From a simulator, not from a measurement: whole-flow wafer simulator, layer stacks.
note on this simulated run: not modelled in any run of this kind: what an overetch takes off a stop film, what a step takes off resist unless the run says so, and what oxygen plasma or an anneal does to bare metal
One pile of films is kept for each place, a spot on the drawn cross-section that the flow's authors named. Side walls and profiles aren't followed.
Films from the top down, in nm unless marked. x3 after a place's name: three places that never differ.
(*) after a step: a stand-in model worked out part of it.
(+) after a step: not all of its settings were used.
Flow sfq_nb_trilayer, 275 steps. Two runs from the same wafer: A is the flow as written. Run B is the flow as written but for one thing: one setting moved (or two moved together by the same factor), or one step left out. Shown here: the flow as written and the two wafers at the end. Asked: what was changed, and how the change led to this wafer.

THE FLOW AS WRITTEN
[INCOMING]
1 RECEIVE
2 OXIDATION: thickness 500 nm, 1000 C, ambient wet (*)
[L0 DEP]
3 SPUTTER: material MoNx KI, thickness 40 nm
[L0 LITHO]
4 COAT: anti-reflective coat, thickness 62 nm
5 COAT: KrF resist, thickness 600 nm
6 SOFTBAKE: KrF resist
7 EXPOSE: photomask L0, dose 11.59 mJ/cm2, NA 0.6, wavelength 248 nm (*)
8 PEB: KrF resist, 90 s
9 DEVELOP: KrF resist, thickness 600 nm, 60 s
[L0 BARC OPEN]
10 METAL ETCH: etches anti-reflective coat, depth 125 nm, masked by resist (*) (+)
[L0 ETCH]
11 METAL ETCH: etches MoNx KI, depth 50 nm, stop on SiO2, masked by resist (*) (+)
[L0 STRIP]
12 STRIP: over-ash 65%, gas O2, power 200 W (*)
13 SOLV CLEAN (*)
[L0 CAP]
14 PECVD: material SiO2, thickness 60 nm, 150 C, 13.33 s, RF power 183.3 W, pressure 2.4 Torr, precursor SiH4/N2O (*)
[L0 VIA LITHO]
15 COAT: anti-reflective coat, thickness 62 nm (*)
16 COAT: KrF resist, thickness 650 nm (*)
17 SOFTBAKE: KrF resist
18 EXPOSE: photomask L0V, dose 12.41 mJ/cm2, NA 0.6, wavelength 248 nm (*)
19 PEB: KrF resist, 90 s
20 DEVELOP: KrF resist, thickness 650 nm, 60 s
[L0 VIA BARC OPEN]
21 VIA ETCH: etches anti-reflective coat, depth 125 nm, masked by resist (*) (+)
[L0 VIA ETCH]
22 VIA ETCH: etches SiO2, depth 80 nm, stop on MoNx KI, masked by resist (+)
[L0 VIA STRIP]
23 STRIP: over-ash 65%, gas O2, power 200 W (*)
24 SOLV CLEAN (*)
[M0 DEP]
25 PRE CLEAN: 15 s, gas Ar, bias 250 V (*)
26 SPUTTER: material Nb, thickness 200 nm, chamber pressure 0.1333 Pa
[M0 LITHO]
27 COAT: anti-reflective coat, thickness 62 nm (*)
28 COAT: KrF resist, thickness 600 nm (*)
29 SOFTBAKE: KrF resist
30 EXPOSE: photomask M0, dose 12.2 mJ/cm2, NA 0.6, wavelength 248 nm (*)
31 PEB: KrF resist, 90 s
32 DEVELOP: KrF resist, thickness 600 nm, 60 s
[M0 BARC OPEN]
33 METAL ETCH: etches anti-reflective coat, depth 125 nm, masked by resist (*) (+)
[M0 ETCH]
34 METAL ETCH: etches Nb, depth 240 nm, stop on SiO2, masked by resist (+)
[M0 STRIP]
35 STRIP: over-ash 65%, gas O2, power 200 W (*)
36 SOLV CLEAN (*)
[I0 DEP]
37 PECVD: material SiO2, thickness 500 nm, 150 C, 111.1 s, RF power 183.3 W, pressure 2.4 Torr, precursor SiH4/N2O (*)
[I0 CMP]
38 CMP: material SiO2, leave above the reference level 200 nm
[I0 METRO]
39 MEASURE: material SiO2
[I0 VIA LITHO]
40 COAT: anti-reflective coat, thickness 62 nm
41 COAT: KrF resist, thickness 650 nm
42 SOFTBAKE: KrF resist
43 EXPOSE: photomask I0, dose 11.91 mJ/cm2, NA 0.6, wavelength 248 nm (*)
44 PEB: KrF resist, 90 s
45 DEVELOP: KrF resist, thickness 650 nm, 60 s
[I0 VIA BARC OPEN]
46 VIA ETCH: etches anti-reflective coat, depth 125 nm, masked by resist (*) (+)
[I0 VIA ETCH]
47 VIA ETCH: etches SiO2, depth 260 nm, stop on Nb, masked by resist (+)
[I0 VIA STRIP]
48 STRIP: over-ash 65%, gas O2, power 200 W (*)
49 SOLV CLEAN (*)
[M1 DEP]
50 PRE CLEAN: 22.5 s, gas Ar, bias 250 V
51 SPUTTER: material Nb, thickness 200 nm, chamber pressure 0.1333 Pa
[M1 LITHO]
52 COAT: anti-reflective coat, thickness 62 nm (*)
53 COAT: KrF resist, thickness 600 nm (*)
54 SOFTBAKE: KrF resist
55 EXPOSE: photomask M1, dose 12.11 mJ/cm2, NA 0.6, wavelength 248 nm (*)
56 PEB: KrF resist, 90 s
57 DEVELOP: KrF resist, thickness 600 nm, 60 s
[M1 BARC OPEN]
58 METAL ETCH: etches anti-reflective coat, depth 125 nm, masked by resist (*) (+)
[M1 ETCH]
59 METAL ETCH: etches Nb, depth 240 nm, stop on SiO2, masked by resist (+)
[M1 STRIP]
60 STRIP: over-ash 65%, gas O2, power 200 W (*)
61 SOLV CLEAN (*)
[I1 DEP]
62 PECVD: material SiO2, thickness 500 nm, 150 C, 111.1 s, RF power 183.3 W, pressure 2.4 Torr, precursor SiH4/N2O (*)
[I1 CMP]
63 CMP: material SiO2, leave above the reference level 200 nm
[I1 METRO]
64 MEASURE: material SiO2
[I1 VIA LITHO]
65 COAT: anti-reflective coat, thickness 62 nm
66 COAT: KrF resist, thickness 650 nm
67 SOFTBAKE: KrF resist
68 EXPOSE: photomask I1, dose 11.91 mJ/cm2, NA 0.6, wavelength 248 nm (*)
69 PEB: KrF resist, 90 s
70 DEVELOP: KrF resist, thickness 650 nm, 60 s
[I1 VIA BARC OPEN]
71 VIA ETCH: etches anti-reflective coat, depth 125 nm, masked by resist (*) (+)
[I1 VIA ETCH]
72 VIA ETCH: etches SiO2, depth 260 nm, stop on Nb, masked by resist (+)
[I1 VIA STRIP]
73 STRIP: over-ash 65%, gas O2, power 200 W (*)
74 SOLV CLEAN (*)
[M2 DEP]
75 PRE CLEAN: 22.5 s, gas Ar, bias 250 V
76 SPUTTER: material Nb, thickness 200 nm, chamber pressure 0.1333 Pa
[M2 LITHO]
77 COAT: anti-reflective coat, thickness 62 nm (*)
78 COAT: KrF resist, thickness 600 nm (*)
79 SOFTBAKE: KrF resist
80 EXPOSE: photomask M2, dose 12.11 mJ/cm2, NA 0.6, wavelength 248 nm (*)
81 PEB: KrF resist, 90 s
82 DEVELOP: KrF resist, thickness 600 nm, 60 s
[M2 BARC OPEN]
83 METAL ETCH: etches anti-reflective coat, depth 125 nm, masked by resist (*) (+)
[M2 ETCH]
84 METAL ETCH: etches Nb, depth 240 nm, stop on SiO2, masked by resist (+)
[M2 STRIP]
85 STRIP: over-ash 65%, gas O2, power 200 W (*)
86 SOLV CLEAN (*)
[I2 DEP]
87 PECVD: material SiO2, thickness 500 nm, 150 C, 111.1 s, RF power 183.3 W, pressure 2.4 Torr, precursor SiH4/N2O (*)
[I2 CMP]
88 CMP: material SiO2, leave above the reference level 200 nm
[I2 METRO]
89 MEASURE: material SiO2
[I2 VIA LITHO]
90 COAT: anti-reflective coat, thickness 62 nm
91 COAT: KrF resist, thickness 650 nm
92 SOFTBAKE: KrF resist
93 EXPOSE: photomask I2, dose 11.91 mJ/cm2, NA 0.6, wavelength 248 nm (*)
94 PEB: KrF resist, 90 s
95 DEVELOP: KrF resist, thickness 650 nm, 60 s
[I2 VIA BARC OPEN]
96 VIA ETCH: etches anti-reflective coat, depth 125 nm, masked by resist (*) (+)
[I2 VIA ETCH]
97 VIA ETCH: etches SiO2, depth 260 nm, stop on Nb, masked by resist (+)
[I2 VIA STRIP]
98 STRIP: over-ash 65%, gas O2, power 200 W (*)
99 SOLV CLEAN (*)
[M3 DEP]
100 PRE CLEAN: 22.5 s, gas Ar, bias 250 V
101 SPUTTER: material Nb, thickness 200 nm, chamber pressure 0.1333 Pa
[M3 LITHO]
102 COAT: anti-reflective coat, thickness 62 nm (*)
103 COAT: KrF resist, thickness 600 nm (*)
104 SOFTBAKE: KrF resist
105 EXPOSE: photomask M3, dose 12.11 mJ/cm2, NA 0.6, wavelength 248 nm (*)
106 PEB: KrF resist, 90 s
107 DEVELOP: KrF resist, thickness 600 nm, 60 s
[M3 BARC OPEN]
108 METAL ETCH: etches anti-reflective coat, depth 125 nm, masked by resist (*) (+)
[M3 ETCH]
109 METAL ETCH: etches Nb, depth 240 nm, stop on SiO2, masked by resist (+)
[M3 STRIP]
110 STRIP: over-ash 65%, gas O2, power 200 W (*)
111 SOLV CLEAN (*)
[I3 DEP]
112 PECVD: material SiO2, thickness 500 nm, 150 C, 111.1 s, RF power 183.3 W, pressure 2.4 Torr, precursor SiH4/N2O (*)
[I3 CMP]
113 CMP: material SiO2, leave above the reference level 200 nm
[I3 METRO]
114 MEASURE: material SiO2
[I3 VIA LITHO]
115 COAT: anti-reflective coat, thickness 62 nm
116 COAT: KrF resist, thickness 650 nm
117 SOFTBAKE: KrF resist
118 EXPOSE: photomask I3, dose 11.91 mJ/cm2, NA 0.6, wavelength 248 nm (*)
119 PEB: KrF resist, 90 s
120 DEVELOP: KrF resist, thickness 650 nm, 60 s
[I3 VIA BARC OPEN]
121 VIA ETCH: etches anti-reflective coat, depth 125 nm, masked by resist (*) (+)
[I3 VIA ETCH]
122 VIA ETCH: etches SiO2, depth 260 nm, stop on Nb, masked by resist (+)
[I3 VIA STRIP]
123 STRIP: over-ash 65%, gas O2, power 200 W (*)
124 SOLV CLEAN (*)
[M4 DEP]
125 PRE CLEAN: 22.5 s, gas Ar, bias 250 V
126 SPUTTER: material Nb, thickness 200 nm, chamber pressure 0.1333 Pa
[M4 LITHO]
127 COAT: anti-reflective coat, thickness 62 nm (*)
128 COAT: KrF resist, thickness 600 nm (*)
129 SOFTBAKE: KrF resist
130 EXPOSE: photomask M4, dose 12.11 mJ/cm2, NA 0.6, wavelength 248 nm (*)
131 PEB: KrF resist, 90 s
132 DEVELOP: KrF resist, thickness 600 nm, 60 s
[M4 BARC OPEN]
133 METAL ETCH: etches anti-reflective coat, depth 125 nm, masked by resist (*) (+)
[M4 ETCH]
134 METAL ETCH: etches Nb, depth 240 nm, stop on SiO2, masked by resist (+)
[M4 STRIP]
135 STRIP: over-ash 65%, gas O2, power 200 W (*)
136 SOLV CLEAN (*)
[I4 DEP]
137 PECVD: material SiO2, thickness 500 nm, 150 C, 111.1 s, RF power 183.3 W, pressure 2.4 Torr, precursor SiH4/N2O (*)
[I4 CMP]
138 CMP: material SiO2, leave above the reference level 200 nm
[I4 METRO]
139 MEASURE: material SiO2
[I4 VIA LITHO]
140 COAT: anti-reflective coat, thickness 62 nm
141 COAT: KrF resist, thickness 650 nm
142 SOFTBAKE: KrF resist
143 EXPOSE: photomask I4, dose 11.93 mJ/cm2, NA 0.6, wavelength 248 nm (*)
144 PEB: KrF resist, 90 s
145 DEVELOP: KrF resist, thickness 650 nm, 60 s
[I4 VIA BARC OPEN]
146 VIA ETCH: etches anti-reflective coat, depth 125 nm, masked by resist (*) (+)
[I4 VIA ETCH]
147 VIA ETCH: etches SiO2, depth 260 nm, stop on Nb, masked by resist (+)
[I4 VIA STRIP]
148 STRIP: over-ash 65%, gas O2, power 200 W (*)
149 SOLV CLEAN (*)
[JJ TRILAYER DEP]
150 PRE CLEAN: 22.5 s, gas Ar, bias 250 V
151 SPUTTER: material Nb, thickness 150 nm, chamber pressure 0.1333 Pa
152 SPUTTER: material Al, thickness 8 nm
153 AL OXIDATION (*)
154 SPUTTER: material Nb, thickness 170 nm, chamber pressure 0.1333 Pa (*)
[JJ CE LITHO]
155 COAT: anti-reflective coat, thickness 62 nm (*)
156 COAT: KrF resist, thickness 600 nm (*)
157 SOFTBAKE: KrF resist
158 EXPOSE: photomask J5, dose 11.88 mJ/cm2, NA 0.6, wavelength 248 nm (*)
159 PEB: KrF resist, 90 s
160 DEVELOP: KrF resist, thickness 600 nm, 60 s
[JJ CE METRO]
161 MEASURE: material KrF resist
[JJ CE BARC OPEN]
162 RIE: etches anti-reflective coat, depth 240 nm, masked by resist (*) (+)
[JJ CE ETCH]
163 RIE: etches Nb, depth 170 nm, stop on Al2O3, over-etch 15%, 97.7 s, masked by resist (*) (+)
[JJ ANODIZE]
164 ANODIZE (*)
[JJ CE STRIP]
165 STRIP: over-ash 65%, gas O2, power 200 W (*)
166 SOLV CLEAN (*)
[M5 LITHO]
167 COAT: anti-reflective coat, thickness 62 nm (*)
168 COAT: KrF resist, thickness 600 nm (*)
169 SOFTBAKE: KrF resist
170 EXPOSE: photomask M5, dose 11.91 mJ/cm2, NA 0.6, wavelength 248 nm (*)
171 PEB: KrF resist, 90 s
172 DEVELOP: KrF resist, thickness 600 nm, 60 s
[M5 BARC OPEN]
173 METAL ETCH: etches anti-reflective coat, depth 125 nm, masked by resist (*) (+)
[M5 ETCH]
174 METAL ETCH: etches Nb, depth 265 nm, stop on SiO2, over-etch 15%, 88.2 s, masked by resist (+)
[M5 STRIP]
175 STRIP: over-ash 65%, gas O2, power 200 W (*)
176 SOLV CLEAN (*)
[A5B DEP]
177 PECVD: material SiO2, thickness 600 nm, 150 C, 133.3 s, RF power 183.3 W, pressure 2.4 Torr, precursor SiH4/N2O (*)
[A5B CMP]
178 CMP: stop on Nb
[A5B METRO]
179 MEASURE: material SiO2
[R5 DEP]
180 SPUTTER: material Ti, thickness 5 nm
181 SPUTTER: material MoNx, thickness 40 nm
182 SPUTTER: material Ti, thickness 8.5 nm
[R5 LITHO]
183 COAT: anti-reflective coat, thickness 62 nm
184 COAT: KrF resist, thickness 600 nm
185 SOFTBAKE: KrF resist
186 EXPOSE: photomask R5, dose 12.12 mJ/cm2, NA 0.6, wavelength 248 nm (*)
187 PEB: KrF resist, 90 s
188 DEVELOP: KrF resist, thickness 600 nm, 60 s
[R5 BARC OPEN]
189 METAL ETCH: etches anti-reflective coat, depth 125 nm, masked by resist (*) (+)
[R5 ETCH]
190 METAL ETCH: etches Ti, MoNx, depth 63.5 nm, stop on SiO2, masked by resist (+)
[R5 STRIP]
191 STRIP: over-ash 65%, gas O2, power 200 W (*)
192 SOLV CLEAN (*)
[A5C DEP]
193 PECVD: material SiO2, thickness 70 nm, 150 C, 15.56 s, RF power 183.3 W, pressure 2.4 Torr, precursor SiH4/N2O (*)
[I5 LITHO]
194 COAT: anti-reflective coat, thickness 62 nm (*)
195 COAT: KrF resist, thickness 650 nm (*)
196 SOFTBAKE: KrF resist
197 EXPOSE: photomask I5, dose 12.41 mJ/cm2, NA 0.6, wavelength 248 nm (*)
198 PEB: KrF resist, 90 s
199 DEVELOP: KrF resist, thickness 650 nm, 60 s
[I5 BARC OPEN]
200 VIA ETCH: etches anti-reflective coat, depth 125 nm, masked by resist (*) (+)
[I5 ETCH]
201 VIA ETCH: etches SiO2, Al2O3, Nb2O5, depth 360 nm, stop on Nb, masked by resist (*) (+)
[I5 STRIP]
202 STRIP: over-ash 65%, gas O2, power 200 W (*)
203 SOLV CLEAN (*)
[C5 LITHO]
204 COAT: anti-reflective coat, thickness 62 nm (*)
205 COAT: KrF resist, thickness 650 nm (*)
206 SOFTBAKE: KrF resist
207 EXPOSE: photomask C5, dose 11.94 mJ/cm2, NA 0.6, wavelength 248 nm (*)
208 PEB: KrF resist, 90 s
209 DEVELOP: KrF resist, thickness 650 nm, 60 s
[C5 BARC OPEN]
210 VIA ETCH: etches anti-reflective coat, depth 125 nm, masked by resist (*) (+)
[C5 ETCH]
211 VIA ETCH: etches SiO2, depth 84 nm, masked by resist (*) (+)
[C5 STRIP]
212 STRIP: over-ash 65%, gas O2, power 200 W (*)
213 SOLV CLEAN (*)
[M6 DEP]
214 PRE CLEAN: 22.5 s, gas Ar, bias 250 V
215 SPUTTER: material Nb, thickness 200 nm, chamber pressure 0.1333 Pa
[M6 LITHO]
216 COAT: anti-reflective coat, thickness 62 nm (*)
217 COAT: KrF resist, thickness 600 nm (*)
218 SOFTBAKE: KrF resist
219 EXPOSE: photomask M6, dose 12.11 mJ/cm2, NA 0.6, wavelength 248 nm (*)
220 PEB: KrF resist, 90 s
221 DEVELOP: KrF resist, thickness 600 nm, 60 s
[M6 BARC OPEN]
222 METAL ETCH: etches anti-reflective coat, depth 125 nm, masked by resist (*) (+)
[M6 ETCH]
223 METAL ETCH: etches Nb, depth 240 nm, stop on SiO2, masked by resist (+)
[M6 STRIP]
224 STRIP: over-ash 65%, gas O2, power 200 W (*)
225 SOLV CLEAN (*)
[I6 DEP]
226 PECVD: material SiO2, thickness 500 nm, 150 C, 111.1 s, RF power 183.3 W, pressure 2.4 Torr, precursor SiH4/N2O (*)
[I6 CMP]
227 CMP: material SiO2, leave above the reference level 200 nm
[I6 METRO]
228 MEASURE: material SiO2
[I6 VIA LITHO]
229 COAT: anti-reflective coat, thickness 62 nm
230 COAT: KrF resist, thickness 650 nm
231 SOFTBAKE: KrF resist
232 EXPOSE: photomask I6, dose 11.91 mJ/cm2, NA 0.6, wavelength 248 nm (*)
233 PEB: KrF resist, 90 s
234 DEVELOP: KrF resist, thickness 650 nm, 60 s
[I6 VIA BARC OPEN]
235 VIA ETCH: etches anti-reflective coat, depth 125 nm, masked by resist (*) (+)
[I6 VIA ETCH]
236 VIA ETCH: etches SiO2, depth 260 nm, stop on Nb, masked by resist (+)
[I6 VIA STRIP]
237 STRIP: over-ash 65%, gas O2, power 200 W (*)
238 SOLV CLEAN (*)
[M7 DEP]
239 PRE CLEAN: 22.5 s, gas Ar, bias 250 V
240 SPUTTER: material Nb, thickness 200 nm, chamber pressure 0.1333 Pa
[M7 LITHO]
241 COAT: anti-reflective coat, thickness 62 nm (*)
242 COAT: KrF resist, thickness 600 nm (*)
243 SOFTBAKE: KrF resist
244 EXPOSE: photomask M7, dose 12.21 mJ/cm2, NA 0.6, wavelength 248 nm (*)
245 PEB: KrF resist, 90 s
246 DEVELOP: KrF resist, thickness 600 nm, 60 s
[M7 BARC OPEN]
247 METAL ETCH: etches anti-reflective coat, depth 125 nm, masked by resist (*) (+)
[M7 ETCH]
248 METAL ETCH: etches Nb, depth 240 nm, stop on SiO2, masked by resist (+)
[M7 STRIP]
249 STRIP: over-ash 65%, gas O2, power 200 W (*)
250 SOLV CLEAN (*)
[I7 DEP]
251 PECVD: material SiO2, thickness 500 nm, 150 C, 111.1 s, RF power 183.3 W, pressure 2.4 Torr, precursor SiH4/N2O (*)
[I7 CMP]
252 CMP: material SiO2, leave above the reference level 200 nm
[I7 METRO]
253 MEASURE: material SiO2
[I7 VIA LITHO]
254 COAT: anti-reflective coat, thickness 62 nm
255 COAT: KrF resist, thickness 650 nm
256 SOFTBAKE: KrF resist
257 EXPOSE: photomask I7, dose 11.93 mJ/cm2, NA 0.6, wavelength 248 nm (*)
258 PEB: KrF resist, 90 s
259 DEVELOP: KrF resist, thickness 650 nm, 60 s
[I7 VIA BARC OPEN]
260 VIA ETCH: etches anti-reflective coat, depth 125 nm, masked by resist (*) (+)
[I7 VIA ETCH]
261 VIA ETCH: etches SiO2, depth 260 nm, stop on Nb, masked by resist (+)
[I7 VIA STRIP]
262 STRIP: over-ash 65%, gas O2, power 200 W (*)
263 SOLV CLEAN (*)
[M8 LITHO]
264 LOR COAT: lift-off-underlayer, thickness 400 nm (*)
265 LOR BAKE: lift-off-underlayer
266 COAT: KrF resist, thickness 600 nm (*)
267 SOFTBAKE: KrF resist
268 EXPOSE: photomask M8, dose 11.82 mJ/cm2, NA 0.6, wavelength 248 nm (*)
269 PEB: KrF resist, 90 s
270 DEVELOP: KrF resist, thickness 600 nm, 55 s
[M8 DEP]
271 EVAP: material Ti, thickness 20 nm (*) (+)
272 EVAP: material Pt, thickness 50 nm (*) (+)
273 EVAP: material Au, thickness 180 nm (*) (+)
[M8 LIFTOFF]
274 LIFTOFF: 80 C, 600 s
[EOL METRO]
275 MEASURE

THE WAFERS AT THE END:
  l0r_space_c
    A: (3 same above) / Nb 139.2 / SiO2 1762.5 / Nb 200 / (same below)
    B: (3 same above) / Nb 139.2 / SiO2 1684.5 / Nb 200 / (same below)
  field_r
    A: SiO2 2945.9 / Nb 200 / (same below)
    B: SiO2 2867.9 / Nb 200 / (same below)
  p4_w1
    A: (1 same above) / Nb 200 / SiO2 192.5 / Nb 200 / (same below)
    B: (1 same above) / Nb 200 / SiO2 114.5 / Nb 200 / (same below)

The cause: step 113, CMP: leave above the reference level 122 nm was run, where the flow has leave above the reference level 200 nm.

How the change led to this, step by step:
  113 CMP: material SiO2, leave above the reference level 200 nm
      field_l, be, be_sur and 64 more: A SiO2 -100 | B SiO2 -178
      v_sur, via_wl, via_wr and 27 more: A SiO2 -300 | B SiO2 -378
      (and at 9 more places)
  122 VIA ETCH: etches SiO2, depth 260 nm, stop on Nb, masked by resist (+)
      field_l, v_sur, via_wl and 102 more: A KrF resist -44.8 | B KrF resist -31.5
      via_v: A SiO2 -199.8 (all of it) | B SiO2 -121.8 (all of it)
  123 STRIP: over-ash 65%, gas O2, power 200 W (*)
      field_l, v_sur, via_wl and 102 more: A KrF resist -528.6 (all of it), anti-reflective coat -62 (all of it) | B KrF resist -541.9 (all of it), anti-reflective coat -62 (all of it)
  126 SPUTTER: material Nb, thickness 200 nm, chamber pressure 0.1333 Pa
      via_v: A Nb +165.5 | B Nb +182.8
  127 COAT: anti-reflective coat, thickness 62 nm (*)
      via_sp: A anti-reflective coat +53 (new film) | B anti-reflective coat +54.7 (new film)
      via_v: A anti-reflective coat +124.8 (new film) | B anti-reflective coat +106.7 (new film)
      (and at 1 more place)
  128 COAT: KrF resist, thickness 600 nm (*)
      via_v: A KrF resist +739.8 (new film) | B KrF resist +675.4 (new film)
  135 STRIP: over-ash 65%, gas O2, power 200 W (*)
      via_sp: A KrF resist -373.9 (all of it), anti-reflective coat -53 (all of it) | B KrF resist -379.1 (all of it), anti-reflective coat -54.7 (all of it)
      via_v: A KrF resist -521.8 (all of it), anti-reflective coat -124.8 (all of it) | B KrF resist -457.6 (all of it), anti-reflective coat -106.7 (all of it)
      (and at 1 more place)
  137 PECVD: material SiO2, thickness 500 nm, 150 C, 111.1 s, RF power 183.3 W, pressure 2.4 Torr, precursor SiH4/N2O (*)
      via_v: A SiO2 +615 (new film) | B SiO2 +500 (new film)
  138 CMP: material SiO2, leave above the reference level 200 nm
      via_v: A SiO2 -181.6 | B SiO2 -161.8
